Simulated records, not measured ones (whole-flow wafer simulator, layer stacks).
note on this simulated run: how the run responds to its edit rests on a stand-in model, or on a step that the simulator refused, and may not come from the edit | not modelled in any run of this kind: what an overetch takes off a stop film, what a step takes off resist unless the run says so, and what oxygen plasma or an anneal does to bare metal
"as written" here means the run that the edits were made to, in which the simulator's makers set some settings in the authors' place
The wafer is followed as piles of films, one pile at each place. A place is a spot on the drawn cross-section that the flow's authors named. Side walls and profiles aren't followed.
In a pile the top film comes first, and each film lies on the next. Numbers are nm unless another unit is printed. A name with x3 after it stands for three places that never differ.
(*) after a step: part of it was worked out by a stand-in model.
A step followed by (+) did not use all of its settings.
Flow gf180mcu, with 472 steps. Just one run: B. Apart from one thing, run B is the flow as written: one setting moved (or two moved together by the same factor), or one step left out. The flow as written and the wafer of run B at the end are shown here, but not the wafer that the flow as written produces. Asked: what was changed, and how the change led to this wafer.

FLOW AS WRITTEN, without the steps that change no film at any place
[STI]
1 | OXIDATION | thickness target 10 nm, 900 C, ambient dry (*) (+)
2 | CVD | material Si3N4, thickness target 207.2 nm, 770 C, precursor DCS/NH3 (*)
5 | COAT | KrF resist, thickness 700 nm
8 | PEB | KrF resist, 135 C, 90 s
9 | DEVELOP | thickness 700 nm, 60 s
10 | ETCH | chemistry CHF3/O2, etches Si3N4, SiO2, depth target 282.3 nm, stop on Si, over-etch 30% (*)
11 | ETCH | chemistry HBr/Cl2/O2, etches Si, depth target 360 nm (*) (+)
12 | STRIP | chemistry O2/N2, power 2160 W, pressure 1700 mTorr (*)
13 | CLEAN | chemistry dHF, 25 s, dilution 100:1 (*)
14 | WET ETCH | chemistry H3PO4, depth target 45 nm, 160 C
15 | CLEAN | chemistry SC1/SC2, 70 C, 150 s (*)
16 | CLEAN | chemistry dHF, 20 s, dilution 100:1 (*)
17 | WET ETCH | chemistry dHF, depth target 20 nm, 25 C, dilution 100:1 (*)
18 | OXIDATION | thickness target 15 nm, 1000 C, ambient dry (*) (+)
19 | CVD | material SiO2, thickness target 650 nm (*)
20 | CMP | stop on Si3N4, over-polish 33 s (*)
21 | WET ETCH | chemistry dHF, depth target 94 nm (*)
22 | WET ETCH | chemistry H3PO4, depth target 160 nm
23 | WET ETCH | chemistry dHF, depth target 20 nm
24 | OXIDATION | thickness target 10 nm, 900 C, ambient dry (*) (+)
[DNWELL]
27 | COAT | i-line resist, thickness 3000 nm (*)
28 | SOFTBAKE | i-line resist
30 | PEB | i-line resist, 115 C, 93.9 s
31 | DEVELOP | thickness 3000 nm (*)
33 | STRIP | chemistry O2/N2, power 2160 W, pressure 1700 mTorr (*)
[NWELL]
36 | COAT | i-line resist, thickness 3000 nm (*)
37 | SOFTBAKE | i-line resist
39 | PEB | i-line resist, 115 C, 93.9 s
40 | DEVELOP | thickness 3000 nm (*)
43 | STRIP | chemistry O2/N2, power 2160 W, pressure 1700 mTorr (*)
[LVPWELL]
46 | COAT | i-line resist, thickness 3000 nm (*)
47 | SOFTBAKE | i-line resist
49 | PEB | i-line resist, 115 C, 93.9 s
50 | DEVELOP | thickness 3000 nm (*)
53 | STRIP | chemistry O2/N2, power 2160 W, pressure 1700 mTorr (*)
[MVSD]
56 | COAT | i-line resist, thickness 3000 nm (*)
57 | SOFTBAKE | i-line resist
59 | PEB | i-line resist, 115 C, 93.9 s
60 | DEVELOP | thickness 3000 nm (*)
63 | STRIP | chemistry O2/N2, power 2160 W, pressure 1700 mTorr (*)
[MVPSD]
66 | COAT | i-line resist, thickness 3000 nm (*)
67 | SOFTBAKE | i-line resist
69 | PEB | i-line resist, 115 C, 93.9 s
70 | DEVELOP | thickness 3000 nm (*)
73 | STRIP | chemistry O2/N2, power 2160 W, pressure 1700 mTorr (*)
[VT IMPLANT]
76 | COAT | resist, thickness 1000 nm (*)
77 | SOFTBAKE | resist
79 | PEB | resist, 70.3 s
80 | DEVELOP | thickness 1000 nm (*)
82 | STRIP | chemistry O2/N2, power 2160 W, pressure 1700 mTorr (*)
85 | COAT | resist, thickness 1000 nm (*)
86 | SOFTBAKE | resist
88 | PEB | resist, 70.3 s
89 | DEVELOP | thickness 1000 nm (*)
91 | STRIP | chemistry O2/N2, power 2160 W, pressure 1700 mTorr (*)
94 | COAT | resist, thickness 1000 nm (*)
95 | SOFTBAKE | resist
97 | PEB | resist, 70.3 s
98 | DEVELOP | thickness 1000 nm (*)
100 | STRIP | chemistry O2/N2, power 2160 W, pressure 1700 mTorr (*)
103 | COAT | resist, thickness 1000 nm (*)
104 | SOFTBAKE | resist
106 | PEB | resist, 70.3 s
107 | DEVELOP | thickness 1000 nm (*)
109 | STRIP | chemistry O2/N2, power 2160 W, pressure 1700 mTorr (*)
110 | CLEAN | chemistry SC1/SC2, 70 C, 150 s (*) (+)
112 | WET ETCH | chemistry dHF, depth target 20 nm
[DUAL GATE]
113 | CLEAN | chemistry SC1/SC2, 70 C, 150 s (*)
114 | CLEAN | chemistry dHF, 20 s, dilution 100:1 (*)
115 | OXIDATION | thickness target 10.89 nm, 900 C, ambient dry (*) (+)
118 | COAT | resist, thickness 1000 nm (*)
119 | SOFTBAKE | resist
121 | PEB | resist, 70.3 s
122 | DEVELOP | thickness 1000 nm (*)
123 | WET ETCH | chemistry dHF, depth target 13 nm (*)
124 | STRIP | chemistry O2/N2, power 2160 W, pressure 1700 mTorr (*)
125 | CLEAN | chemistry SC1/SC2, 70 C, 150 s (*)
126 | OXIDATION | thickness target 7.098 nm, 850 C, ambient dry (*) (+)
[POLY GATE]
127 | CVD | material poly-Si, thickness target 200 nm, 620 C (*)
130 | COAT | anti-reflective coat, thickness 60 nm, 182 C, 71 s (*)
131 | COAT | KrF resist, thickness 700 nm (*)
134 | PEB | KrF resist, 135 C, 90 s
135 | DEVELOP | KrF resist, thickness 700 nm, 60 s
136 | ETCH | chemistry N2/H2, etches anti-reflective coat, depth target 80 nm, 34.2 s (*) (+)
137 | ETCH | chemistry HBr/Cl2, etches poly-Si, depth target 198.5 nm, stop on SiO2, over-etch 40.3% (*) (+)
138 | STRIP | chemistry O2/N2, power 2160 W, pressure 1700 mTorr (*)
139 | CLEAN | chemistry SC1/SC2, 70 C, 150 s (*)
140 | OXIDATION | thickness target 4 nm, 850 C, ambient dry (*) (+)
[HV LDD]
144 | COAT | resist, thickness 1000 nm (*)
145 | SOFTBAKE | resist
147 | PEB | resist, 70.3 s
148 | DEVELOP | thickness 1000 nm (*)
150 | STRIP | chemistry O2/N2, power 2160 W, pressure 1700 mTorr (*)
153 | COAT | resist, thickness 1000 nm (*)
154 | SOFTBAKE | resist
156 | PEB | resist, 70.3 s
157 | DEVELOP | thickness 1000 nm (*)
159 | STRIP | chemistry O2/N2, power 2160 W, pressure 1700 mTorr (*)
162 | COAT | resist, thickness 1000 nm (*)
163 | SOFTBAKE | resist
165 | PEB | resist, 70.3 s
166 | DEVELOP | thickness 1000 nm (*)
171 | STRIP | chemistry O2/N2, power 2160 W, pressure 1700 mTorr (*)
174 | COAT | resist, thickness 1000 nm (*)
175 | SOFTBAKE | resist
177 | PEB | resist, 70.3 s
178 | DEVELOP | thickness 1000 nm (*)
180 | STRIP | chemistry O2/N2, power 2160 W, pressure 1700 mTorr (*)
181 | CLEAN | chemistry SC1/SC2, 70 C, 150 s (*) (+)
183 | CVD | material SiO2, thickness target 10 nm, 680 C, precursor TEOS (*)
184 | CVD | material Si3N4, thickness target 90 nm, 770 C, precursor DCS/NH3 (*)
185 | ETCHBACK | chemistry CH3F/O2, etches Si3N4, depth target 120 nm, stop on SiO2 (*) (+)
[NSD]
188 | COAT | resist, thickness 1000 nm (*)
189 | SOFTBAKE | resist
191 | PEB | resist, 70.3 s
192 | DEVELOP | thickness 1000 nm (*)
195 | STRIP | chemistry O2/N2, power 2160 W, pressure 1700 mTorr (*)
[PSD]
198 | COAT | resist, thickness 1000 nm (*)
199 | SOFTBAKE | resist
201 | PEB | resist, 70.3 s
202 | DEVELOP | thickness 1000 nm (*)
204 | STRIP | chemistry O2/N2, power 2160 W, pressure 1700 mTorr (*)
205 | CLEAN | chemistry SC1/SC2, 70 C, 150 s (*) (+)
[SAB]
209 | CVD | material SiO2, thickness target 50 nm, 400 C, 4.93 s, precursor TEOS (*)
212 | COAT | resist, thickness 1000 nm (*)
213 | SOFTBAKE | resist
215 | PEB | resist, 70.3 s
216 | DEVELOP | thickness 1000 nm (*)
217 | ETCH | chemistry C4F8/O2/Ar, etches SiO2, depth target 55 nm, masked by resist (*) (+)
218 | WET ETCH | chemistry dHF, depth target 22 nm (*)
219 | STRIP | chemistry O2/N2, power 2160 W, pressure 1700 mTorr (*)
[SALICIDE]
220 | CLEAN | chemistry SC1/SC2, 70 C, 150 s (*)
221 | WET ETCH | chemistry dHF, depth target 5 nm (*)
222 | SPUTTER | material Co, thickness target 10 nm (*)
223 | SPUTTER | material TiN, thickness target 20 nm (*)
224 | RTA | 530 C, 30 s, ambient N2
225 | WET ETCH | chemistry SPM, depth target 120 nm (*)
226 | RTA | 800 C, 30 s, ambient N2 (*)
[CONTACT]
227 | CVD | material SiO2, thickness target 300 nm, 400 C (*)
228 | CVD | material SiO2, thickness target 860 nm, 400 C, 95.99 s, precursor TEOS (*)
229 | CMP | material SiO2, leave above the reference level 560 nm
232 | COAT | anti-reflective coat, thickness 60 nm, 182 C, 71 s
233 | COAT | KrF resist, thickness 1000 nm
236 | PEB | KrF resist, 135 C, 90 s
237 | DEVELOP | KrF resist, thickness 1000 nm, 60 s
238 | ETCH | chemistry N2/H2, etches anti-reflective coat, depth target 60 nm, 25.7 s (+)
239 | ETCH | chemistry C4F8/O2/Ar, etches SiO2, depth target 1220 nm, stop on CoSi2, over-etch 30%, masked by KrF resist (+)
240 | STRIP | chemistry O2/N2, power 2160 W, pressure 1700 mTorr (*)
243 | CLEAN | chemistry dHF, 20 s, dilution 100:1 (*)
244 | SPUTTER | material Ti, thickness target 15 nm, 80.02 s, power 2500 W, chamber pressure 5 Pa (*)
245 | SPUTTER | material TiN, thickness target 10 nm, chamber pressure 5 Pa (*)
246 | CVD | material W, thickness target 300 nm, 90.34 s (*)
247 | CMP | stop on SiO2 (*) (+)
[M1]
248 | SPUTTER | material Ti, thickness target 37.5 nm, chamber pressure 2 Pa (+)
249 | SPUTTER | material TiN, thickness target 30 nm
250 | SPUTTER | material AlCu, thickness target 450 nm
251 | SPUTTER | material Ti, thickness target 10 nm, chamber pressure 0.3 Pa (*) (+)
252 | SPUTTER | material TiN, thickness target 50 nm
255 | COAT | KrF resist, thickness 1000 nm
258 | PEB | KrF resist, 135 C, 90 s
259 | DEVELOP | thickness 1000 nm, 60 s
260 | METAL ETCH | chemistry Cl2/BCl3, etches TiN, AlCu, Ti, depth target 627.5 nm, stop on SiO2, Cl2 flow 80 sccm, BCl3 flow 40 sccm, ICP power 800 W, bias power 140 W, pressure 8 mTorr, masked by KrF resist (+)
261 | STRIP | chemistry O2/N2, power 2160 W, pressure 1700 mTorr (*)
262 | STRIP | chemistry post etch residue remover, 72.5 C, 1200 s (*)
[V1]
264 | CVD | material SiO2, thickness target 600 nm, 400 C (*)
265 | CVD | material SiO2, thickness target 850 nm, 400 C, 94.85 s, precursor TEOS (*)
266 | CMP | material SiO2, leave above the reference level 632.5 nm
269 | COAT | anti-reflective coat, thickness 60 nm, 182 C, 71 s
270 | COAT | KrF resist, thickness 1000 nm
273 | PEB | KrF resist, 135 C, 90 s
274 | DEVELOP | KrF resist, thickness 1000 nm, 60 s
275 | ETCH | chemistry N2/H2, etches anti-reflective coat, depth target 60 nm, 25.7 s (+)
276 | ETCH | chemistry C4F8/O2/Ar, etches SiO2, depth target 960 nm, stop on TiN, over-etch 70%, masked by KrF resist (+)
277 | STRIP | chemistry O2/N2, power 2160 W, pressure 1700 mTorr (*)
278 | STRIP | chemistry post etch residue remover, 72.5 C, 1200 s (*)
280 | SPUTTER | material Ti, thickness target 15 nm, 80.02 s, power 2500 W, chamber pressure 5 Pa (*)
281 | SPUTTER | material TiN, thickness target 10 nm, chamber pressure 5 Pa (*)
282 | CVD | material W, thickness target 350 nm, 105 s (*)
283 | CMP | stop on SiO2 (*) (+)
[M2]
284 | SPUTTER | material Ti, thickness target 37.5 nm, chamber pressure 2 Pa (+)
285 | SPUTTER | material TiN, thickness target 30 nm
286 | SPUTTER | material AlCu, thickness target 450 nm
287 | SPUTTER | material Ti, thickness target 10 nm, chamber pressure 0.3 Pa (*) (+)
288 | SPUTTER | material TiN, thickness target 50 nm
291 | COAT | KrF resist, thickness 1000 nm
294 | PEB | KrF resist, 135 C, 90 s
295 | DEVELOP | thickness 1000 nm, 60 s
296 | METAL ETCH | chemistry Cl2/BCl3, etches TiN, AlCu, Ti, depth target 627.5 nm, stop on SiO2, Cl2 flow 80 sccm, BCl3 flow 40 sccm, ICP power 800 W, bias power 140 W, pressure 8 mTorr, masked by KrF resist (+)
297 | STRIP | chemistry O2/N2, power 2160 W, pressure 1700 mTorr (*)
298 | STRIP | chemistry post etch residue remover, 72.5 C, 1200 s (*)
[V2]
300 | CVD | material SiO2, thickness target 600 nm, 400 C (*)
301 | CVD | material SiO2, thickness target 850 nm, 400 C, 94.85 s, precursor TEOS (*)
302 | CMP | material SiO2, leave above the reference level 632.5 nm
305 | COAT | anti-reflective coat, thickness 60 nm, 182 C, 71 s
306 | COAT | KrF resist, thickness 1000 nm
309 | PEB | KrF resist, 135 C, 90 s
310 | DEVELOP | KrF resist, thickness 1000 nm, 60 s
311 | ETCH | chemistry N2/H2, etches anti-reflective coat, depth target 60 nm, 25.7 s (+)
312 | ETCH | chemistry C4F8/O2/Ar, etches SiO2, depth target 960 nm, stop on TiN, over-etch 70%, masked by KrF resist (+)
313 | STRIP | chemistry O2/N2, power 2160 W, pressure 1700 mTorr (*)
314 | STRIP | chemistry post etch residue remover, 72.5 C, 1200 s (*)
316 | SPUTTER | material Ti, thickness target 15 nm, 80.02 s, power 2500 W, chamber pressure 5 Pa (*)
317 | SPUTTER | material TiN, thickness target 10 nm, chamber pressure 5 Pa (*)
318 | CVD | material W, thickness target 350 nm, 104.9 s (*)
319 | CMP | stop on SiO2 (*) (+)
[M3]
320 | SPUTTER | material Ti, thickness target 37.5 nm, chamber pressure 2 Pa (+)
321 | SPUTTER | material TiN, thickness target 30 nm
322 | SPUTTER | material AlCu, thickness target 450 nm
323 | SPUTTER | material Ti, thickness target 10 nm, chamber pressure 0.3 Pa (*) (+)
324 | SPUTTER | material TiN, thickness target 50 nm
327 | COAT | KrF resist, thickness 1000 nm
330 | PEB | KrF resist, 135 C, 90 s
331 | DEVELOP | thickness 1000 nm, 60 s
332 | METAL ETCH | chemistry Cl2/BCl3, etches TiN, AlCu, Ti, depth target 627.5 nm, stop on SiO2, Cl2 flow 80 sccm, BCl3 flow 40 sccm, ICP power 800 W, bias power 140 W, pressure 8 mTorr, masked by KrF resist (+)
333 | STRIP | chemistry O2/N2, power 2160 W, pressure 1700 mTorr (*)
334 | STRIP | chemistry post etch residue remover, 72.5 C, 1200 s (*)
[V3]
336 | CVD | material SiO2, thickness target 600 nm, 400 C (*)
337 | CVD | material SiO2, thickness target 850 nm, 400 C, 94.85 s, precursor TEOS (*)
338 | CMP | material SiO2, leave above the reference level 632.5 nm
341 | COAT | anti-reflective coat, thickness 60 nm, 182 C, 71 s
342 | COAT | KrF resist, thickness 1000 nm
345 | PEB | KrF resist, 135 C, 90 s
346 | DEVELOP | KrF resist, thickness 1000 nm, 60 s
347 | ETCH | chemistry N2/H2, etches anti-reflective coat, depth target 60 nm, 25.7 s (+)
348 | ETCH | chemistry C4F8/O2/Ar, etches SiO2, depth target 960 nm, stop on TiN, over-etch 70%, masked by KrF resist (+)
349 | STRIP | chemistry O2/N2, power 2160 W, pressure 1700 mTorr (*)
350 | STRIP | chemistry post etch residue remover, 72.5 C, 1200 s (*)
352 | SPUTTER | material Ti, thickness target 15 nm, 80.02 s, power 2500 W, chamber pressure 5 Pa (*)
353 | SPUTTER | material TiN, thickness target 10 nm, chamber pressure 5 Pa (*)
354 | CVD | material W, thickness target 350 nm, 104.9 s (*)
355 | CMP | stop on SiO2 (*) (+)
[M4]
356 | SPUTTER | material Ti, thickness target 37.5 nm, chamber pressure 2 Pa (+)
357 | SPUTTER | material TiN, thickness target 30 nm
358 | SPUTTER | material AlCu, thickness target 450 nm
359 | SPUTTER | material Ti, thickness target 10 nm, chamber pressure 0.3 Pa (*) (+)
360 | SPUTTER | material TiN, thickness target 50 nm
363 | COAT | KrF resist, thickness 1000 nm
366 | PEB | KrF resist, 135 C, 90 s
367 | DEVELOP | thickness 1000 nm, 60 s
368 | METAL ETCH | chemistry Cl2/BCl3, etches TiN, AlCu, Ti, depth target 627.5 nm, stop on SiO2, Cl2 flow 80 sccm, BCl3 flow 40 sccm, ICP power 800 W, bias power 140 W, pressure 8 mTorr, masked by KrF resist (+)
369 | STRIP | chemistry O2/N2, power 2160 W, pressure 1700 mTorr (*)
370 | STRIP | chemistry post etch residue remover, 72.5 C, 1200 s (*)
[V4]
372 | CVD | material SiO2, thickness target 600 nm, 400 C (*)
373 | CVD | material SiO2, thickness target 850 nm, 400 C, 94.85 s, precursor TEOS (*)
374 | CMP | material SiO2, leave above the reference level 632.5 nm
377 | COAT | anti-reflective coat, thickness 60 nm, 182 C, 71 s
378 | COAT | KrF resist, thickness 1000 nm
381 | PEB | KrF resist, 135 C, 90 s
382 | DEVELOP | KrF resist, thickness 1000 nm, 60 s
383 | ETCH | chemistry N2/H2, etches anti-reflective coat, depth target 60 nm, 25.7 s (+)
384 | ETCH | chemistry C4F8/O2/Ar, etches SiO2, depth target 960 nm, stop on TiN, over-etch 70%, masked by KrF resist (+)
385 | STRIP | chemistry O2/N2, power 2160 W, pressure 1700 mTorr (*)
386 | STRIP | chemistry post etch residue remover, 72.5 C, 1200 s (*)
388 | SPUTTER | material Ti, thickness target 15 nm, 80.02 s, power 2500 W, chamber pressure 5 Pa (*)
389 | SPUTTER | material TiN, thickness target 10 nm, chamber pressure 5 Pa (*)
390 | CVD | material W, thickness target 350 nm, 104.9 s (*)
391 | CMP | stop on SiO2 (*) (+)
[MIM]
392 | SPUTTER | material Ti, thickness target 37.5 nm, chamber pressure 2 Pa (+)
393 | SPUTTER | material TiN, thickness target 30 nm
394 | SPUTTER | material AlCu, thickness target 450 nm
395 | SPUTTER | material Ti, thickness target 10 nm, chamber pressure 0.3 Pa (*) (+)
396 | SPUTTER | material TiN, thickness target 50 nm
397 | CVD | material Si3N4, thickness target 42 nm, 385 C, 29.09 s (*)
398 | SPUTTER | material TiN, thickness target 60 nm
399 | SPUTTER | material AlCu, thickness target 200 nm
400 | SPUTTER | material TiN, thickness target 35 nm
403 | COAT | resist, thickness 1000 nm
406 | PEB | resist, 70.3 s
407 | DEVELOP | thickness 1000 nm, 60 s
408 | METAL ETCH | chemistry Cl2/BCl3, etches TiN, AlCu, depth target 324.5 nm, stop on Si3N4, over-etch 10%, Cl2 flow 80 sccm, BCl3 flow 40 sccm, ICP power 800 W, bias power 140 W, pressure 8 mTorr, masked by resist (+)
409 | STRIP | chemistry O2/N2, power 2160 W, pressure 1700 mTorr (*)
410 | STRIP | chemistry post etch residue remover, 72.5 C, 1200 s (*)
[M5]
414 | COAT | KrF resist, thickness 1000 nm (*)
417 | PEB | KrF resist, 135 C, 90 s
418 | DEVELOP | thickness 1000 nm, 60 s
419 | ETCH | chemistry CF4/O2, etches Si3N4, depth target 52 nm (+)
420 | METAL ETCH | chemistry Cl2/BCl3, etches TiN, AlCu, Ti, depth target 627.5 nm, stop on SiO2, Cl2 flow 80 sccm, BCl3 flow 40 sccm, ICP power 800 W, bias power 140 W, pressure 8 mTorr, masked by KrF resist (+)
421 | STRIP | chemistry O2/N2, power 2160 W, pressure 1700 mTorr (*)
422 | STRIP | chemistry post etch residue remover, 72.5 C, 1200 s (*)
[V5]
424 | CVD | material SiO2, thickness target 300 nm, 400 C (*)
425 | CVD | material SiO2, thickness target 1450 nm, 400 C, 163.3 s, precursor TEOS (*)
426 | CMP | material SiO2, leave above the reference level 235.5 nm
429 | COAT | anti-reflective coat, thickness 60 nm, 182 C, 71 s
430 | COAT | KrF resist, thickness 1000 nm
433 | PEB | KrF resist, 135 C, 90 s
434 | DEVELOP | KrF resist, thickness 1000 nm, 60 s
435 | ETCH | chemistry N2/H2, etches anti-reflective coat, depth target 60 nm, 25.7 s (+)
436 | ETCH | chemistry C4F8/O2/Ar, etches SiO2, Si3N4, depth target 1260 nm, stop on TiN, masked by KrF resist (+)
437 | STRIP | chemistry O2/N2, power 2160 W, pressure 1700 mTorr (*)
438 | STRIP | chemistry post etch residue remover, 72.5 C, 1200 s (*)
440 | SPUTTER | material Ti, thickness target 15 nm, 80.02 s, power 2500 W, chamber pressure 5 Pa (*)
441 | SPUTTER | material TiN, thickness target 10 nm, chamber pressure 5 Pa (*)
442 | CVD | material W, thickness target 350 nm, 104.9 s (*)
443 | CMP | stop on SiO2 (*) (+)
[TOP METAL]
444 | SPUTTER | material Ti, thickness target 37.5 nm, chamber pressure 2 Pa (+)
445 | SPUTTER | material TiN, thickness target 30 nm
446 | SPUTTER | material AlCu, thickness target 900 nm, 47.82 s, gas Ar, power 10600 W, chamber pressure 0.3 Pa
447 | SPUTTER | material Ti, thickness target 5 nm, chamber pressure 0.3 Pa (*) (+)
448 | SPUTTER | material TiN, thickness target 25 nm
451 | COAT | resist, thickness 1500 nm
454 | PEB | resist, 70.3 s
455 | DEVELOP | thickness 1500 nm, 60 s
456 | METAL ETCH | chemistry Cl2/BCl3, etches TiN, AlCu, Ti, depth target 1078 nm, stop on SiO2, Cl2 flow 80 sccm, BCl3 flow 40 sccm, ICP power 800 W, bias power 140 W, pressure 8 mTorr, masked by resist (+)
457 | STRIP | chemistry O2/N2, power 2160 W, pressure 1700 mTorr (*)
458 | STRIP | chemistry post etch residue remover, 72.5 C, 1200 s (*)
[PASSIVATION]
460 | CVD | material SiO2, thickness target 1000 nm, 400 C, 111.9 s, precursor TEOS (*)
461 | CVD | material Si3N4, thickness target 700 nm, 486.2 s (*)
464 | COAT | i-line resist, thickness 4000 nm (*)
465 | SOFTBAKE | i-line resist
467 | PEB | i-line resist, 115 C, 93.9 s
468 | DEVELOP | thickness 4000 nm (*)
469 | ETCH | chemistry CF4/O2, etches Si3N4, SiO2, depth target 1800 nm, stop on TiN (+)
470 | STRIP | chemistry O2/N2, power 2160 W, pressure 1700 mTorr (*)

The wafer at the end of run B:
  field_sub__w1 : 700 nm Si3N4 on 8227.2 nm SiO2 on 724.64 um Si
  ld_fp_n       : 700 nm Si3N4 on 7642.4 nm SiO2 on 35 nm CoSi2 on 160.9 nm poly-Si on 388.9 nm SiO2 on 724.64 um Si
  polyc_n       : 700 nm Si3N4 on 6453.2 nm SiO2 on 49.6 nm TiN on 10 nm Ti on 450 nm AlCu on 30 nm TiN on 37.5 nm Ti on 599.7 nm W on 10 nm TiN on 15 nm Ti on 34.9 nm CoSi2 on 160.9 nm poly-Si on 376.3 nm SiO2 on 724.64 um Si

What caused this: step 23, WET ETCH: depth target 13.8 nm was run, while the flow as written has depth target 20 nm.

How this came from the change, step by step:
  23 | WET ETCH | chemistry dHF, depth target 20 nm
      field, field_sub, sti and 34 more: SiO2 loses 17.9 (in the flow as written it would be: SiO2 loses 26)
  28 | SOFTBAKE | i-line resist
      field: i-line resist gains 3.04 (in the flow as written it would be: i-line resist gains 2.45)
      gate_hv: i-line resist gains 3.32 (in the flow as written it would be: i-line resist gains 2.73)
      (also at 28 further places)
  37 | SOFTBAKE | i-line resist
      field: i-line resist gains 3.04 (in the flow as written it would be: i-line resist gains 2.45)
      gate_hv: i-line resist gains 3.32 (in the flow as written it would be: i-line resist gains 2.73)
      (also at 28 further places)
  47 | SOFTBAKE | i-line resist
      field: i-line resist gains 3.04 (in the flow as written it would be: i-line resist gains 2.45)
      gate_hv: i-line resist gains 3.32 (in the flow as written it would be: i-line resist gains 2.73)
      (also at 28 further places)
  57 | SOFTBAKE | i-line resist
      field: i-line resist gains 3.04 (in the flow as written it would be: i-line resist gains 2.45)
      gate_hv: i-line resist gains 3.32 (in the flow as written it would be: i-line resist gains 2.73)
      (also at 28 further places)
  67 | SOFTBAKE | i-line resist
      field: i-line resist gains 3.04 (in the flow as written it would be: i-line resist gains 2.45)
      gate_hv: i-line resist gains 3.32 (in the flow as written it would be: i-line resist gains 2.73)
      (also at 28 further places)
  130 | COAT | anti-reflective coat, thickness 60 nm, 182 C, 71 s (*)
      p_well, spacer, sd_n: anti-reflective coat gains 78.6 (new film) (in the flow as written it would be: anti-reflective coat gains 70.9 (new film))
      ldn_acc, ldp_acc: anti-reflective coat gains 69.9 (new film) (in the flow as written it would be: anti-reflective coat gains 66.9 (new film))
      (also at 66 further places)
  136 | ETCH | chemistry N2/H2, etches anti-reflective coat, depth target 80 nm, 34.2 s (*) (+)
      p_well, spacer, sd_n: anti-reflective coat loses 78.6 (all of it), poly-Si loses 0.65 (in the flow as written it would be: anti-reflective coat loses 70.9 (all of it), poly-Si loses 0.85)
      field: anti-reflective coat loses 58.9 (all of it), poly-Si loses 1.16 (in the flow as written it would be: anti-reflective coat loses 61.5 (all of it), poly-Si loses 1.09)
      (also at 47 further places)
  138 | STRIP | chemistry O2/N2, power 2160 W, pressure 1700 mTorr (*)
      gate: chemical SiO2 gains 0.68 (new film), KrF resist loses 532 (all of it), anti-reflective coat loses 69 (all of it), poly-Si loses 0.3 (in the flow as written it would be: chemical SiO2 gains 0.68 (new film), KrF resist loses 531.7 (all of it), anti-reflective coat loses 65.5 (all of it), poly-Si loses 0.3)
      gate_hv: chemical SiO2 gains 0.68 (new film), KrF resist loses 530 (all of it), anti-reflective coat loses 62.3 (all of it), poly-Si loses 0.3 (in the flow as written it would be: chemical SiO2 gains 0.68 (new film), KrF resist loses 528.4 (all of it), anti-reflective coat loses 61 (all of it), poly-Si loses 0.3)
      (also at 18 further places)
  189 | SOFTBAKE | resist
      active_hv: resist loses 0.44 (in the flow as written it would be: resist gains 2.68)
      active_nat: resist gains 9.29 (in the flow as written it would be: resist gains 5.49)
  199 | SOFTBAKE | resist
      active_hv: resist loses 0.44 (in the flow as written it would be: resist gains 2.68)
      active_nat: resist gains 9.29 (in the flow as written it would be: resist gains 5.49)
  218 | WET ETCH | chemistry dHF, depth target 22 nm (*)
      active: SiO2 loses 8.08 (all of it) (in the flow as written it would be: SiO2 loses 9.01 (all of it))
  226 | RTA | 800 C, 30 s, ambient N2 (*)
      ld_sd_n: CoSi2 gains 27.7 (new film), CoSi loses 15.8 (all of it), Si loses 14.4 (in the flow as written it would be: CoSi2 gains 28.3 (new film), CoSi loses 16.1 (all of it), Si loses 14.7)
  229 | CMP | material SiO2, leave above the reference level 560 nm
      ldn_sep__w1, ldn_sep__w2, ldn_dft and 8 more: SiO2 loses 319 (in the flow as written it would be: SiO2 loses 311)
      sti, mim_1p0, pad, dice_street, iso_nw_fld, iso_fld_sub: SiO2 loses 304.9 (in the flow as written it would be: SiO2 loses 296.8)
      (also at 40 further places)
